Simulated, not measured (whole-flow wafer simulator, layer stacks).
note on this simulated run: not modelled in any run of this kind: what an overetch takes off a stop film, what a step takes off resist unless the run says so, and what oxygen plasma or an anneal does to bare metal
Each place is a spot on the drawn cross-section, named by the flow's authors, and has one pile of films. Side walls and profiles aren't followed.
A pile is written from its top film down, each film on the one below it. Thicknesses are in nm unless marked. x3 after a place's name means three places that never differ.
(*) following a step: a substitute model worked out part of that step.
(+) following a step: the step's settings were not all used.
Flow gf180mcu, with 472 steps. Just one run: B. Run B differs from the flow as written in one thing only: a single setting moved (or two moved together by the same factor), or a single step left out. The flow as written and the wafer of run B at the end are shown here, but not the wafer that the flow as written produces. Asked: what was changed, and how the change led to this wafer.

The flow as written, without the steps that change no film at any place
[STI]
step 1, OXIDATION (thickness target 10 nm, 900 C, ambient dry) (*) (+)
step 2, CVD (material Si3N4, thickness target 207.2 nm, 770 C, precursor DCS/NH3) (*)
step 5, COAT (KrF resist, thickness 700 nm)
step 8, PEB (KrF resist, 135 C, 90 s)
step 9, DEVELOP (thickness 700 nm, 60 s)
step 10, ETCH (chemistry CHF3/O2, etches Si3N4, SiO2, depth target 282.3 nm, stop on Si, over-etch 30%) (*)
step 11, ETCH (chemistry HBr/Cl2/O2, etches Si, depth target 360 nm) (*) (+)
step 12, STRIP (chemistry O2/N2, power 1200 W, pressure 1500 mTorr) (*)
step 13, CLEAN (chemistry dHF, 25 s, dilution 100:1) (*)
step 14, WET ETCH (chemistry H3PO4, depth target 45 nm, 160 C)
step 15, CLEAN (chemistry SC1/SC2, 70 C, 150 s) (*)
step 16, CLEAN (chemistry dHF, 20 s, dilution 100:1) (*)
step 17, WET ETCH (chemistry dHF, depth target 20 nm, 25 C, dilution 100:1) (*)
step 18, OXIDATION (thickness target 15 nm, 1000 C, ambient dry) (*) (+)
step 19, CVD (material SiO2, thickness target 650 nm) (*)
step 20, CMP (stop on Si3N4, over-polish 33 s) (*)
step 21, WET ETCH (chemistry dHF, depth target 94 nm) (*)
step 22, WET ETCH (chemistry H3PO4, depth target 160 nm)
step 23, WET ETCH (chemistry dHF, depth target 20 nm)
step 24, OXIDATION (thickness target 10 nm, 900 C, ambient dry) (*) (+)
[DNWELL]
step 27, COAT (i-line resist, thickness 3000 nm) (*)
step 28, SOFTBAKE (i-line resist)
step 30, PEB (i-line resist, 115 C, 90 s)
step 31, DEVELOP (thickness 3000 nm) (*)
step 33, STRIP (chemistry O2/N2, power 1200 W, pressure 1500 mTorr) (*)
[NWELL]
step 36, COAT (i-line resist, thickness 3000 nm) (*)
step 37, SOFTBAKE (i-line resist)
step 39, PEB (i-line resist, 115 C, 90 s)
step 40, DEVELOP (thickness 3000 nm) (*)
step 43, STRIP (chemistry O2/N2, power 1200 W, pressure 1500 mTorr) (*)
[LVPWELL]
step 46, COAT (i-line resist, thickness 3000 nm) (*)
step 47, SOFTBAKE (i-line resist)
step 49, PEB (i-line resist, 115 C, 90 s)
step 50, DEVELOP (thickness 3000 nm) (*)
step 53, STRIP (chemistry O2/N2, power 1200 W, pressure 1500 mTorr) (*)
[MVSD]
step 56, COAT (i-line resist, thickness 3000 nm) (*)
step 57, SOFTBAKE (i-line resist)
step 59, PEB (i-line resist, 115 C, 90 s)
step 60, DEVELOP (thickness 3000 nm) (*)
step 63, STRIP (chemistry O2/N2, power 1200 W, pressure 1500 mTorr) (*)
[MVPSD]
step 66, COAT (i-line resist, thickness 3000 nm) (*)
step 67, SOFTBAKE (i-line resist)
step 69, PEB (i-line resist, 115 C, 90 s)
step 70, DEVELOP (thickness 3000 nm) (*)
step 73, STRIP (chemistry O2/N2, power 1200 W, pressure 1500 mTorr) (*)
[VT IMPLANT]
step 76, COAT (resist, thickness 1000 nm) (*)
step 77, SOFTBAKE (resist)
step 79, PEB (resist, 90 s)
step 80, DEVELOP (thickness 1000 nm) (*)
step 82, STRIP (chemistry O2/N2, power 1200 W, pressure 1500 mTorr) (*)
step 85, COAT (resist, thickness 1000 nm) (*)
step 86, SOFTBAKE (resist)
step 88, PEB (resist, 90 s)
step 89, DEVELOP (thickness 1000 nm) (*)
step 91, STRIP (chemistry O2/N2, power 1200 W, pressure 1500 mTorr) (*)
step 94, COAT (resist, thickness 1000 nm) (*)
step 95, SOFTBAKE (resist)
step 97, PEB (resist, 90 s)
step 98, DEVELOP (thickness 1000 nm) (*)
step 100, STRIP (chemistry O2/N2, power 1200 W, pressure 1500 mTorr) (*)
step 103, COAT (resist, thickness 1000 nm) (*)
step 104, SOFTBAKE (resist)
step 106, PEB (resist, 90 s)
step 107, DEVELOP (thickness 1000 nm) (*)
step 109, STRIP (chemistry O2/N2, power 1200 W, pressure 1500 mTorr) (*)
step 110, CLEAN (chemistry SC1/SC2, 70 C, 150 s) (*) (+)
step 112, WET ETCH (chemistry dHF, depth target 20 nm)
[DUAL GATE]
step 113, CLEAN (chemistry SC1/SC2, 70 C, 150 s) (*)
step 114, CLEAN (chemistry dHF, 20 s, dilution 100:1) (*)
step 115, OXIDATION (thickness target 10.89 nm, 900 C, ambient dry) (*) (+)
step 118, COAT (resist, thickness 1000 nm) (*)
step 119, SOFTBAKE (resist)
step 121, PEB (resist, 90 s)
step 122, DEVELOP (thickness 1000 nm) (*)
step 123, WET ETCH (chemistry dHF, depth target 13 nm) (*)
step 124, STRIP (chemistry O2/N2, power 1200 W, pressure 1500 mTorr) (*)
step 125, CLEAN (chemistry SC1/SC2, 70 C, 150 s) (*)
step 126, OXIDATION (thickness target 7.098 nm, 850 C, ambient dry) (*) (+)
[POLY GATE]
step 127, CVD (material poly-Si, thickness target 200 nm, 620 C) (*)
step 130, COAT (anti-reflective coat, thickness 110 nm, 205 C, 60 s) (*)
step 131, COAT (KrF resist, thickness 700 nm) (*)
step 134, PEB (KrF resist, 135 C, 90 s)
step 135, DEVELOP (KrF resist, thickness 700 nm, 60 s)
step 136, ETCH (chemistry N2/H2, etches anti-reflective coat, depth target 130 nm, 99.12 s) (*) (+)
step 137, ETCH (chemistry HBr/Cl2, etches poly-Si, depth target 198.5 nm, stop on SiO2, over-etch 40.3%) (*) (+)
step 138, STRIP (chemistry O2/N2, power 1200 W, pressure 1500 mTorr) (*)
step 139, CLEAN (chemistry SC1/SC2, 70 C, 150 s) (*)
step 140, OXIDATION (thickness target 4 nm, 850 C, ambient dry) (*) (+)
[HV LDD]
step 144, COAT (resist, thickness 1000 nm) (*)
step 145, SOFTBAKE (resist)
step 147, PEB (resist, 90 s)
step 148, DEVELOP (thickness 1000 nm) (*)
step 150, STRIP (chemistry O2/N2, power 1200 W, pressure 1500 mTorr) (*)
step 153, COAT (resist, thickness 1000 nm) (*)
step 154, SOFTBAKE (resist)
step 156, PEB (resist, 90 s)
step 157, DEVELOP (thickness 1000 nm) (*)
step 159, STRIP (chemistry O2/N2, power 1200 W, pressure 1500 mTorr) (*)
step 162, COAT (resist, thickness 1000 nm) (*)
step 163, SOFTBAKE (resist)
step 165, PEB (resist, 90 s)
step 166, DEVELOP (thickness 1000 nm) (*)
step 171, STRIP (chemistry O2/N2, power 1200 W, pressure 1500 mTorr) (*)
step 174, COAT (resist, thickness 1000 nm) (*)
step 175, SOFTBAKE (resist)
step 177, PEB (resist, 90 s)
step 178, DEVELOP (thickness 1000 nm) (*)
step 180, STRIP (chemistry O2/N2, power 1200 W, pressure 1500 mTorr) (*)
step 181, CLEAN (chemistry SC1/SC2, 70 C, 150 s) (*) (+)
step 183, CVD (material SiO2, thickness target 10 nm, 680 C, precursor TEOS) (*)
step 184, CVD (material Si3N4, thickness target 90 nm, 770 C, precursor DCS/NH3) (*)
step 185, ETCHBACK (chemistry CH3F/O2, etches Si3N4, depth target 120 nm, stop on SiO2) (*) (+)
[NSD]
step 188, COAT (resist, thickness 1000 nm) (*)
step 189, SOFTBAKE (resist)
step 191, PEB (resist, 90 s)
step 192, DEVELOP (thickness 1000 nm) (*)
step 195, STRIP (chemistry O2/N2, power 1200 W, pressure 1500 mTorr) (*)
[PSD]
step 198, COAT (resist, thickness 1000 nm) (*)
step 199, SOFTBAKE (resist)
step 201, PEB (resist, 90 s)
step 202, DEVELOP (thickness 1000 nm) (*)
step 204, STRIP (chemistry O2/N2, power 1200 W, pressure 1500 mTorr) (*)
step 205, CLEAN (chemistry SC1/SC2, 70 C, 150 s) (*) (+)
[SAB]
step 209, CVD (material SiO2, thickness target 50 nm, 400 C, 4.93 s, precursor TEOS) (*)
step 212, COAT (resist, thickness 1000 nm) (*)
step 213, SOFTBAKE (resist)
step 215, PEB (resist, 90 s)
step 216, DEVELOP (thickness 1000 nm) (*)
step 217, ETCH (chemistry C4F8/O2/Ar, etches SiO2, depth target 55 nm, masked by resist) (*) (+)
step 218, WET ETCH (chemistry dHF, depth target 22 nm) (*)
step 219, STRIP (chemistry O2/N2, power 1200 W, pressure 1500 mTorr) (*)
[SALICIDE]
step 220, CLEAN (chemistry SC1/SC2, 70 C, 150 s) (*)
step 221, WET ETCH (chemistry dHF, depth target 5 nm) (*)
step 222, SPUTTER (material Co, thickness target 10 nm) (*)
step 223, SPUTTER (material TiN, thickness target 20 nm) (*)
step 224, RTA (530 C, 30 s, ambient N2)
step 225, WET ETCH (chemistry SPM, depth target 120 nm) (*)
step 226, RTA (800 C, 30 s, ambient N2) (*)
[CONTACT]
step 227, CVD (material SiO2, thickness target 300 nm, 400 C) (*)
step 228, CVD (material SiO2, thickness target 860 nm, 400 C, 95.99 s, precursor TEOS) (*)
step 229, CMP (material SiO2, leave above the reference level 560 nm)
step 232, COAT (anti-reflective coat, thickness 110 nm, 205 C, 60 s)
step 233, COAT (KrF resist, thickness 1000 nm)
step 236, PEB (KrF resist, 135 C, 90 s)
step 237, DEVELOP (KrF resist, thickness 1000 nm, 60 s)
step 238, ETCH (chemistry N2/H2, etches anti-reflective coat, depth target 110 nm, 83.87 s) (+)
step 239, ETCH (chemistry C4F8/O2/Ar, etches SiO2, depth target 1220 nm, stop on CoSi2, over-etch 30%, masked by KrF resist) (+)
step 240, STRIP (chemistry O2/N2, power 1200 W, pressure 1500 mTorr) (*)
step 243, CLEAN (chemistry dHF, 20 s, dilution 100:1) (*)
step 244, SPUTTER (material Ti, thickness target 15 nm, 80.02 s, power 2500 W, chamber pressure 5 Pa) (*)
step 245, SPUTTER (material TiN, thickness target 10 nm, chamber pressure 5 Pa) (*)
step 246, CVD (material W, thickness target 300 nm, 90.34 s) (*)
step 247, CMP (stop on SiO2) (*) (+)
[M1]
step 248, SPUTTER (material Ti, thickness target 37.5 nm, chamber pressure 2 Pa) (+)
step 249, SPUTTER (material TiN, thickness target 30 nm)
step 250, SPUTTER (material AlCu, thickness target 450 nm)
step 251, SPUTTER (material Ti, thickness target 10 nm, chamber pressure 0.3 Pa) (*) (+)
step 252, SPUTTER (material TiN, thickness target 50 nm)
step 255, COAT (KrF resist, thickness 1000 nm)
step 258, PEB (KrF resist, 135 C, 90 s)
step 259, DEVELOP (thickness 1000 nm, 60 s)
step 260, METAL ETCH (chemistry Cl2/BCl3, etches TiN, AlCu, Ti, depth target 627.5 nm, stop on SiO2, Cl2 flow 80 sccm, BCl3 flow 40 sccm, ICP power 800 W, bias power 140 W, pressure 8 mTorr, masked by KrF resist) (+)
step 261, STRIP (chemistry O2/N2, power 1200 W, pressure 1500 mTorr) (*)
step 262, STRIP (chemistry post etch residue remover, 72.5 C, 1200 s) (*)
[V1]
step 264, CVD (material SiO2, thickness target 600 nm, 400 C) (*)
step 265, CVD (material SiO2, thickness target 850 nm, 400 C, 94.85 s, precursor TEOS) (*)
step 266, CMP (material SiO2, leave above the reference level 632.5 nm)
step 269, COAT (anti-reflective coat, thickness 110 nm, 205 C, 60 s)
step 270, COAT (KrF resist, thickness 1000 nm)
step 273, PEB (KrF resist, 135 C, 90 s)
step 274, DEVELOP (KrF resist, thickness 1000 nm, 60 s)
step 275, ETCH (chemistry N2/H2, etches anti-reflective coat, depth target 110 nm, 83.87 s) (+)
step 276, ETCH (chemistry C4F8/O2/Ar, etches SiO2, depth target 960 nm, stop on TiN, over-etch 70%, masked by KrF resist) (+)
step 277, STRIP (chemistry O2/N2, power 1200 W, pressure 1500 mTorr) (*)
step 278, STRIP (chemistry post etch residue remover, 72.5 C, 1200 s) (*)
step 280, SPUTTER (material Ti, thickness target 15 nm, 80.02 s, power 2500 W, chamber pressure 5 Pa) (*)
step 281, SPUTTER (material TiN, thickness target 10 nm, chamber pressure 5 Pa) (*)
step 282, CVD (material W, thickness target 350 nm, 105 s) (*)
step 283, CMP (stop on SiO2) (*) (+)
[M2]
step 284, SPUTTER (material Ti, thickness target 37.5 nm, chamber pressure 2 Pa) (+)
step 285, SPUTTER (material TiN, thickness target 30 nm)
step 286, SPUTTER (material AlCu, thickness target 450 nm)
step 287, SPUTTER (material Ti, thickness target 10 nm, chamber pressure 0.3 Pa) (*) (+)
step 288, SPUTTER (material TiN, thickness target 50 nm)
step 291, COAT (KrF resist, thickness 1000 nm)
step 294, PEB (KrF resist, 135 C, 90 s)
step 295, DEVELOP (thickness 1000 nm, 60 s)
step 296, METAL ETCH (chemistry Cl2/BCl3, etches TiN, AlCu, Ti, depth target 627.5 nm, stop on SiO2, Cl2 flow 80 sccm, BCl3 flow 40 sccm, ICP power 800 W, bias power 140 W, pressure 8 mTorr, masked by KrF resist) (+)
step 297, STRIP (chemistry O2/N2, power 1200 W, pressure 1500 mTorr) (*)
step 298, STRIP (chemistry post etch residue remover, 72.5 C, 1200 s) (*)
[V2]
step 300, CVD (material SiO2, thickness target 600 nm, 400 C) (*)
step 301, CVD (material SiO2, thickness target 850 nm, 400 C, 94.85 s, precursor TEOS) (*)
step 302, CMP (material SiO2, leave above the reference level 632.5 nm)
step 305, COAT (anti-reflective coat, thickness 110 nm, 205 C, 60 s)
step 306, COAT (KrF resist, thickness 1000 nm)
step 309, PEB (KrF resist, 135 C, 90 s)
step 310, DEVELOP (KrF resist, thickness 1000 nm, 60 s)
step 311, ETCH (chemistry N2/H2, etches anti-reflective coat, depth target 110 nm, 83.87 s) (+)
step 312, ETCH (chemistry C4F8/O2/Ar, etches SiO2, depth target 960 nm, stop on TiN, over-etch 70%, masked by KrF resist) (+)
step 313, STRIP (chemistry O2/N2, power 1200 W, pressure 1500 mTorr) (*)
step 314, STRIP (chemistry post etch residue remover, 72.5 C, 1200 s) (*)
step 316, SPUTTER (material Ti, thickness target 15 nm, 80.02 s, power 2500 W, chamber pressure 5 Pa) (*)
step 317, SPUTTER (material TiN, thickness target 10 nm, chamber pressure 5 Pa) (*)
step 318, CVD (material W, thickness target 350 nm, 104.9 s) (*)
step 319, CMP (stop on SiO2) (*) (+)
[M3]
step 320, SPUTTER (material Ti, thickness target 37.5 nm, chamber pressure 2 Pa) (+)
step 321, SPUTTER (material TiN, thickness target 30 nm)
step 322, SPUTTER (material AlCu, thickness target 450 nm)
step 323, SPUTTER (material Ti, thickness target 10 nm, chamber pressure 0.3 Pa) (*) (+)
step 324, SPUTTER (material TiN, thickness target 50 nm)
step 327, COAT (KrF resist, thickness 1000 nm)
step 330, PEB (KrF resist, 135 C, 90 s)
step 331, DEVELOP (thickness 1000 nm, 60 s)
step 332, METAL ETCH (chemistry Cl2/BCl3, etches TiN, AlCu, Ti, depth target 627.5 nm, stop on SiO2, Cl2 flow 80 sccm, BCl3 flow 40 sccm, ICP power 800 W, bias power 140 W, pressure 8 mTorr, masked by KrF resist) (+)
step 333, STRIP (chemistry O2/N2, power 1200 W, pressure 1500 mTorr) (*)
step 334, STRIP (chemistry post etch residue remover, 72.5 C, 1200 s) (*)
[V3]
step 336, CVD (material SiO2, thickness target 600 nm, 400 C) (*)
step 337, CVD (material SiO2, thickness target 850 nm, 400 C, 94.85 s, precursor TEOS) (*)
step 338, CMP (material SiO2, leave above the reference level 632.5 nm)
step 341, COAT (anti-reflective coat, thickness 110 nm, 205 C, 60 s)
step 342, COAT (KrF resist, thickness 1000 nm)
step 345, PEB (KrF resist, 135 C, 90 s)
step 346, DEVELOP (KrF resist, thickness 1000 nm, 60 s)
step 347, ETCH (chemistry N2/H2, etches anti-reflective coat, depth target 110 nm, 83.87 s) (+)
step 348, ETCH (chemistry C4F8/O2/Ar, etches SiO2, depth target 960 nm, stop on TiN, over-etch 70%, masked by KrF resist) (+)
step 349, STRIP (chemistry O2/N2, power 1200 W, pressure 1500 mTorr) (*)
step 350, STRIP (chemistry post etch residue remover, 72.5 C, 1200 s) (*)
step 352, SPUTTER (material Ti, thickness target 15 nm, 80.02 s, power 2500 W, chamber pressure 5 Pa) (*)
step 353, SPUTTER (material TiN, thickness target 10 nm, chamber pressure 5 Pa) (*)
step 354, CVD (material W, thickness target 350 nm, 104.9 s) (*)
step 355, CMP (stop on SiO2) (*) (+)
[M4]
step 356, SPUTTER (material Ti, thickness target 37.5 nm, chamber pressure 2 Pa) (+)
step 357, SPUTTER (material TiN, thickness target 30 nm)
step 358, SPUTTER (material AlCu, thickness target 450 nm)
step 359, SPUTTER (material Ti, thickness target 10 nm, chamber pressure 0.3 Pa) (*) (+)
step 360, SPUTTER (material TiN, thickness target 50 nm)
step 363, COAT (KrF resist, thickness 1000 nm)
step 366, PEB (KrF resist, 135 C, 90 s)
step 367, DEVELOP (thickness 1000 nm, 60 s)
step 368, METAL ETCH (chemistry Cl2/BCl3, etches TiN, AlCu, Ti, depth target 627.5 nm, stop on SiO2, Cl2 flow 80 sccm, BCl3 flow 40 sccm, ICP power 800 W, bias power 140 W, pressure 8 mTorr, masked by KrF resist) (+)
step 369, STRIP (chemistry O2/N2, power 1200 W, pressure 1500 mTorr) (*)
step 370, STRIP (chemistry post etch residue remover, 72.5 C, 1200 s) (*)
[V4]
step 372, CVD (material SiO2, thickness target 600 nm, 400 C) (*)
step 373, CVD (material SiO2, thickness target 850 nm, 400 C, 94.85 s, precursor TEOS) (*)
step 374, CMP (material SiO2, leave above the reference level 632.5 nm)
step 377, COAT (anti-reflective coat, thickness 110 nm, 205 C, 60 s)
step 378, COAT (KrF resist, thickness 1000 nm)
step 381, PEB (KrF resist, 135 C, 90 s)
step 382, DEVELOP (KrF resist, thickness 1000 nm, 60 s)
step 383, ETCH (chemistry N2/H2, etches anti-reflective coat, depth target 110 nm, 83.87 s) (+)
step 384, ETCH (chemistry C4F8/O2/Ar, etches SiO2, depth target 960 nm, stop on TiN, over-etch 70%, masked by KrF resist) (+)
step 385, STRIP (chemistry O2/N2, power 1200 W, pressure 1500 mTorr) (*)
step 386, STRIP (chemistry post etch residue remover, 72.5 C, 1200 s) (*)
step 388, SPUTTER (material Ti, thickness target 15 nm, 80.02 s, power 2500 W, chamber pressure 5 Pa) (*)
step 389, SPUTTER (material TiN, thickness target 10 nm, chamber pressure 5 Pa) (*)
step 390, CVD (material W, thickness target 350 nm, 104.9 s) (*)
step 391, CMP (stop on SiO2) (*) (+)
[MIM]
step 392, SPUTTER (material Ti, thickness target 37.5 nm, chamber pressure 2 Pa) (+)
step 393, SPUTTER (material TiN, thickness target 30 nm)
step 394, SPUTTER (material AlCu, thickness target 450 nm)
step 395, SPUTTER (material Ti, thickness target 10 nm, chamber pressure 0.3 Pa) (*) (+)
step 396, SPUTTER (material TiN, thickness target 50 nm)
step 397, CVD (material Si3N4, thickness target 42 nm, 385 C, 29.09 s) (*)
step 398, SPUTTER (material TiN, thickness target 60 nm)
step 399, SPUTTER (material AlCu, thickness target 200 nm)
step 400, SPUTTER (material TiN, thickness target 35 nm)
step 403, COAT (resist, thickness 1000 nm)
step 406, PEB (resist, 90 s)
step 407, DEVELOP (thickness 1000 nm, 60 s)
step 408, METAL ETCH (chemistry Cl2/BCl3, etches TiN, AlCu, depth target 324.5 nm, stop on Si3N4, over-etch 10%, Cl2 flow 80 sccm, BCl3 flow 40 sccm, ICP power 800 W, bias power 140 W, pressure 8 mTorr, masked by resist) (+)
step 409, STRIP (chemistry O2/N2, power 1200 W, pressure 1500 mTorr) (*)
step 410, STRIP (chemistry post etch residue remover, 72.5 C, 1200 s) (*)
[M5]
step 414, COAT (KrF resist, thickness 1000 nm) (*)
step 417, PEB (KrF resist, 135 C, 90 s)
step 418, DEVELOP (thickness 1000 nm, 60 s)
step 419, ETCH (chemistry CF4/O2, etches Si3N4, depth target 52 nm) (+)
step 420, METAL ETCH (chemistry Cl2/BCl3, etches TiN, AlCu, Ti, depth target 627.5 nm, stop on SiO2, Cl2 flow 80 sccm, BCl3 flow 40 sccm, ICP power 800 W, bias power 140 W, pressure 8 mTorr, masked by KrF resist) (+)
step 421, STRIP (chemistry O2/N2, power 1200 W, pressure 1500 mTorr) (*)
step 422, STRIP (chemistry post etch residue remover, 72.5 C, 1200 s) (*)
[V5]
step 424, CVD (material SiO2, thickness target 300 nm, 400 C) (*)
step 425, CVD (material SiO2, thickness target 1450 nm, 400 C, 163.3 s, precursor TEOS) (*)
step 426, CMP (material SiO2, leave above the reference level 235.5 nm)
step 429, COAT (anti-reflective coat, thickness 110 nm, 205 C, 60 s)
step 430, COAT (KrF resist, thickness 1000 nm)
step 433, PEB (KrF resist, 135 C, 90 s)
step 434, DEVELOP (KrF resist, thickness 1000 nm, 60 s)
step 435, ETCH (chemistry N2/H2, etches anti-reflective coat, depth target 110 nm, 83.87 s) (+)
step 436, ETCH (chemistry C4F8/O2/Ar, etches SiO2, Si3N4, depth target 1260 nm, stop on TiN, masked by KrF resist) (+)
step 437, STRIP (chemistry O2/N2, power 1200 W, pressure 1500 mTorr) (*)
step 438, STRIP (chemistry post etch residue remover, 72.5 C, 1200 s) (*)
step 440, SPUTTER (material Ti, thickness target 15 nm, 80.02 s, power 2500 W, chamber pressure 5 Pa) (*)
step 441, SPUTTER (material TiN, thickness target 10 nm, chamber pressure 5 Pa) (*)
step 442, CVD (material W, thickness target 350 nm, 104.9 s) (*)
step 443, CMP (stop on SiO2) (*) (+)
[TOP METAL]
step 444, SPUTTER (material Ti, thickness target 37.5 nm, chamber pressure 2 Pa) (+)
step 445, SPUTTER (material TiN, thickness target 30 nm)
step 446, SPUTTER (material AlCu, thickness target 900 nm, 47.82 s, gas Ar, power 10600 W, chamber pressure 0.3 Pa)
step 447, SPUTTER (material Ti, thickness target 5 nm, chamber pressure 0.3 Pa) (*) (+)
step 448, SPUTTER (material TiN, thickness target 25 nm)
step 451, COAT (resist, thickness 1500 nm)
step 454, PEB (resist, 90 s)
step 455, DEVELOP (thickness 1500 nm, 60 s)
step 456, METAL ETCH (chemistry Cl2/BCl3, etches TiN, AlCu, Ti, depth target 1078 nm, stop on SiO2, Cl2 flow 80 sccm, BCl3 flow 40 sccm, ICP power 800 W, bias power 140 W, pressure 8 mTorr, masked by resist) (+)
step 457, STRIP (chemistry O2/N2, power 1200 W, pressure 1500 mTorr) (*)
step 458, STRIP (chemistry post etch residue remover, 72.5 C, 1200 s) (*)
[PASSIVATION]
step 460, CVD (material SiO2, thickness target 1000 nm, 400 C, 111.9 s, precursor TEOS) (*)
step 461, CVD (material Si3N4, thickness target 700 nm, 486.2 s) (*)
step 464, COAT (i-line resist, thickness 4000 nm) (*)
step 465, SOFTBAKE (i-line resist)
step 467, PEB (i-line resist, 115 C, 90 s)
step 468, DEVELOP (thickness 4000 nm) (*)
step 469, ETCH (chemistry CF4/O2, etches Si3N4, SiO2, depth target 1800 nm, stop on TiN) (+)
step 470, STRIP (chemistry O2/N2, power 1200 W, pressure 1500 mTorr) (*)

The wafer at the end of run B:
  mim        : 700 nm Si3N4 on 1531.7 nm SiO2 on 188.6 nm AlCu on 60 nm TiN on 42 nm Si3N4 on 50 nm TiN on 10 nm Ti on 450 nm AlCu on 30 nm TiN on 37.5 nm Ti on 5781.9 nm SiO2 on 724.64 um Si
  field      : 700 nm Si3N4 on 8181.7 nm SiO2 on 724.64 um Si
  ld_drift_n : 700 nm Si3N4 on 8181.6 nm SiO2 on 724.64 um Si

What caused this: step 400, SPUTTER: material TiN, thickness target 35 nm, was omitted.

How this came from the change, step by step:
  step 408, METAL ETCH (chemistry Cl2/BCl3, etches TiN, AlCu, depth target 324.5 nm, stop on Si3N4, over-etch 10%, Cl2 flow 80 sccm, BCl3 flow 40 sccm, ICP power 800 W, bias power 140 W, pressure 8 mTorr, masked by resist) (+)
      field, field__w1, field__w2 and 107 more: AlCu loses 200 (all of it), TiN loses 60 (all of it) (in the flow as written it would be: TiN loses 35 (all of it), AlCu loses 200 (all of it), TiN loses 60 (all of it))
      mim: resist loses 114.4 (in the flow as written it would be: resist loses 129.8)
  step 410, STRIP (chemistry post etch residue remover, 72.5 C, 1200 s) (*)
      mim: AlCu loses 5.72 (in the flow as written it would be: TiN loses 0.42)
  step 414, COAT (KrF resist, thickness 1000 nm) (*)
      mim: KrF resist gains 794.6 (new film) (in the flow as written it would be: KrF resist gains 763.7 (new film))
  step 421, STRIP (chemistry O2/N2, power 1200 W, pressure 1500 mTorr) (*)
      mim: KrF resist loses 489.5 (all of it) (in the flow as written it would be: KrF resist loses 458.9 (all of it))
  step 422, STRIP (chemistry post etch residue remover, 72.5 C, 1200 s) (*)
      mim: AlCu loses 5.72 (in the flow as written it would be: TiN loses 0.42)
  step 426, CMP (material SiO2, leave above the reference level 235.5 nm)
      field, field__w1, field__w5 and 92 more: SiO2 loses 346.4 (in the flow as written it would be: SiO2 loses 300.8)
      field__w2, field__w3, field__w12 and 6 more: SiO2 loses 318.3 (in the flow as written it would be: SiO2 loses 272.7)
      (also at 7 further places)
  step 436, ETCH (chemistry C4F8/O2/Ar, etches SiO2, Si3N4, depth target 1260 nm, stop on TiN, masked by KrF resist) (+)
      contact: SiO2 loses 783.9 (all of it), Si3N4 loses 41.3 (all of it) (in the flow as written it would be: SiO2 loses 829.5 (all of it), Si3N4 loses 41.3 (all of it))
  step 442, CVD (material W, thickness target 350 nm, 104.9 s) (*)
      contact: W gains 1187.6 (new film) (in the flow as written it would be: W gains 1233.6 (new film))
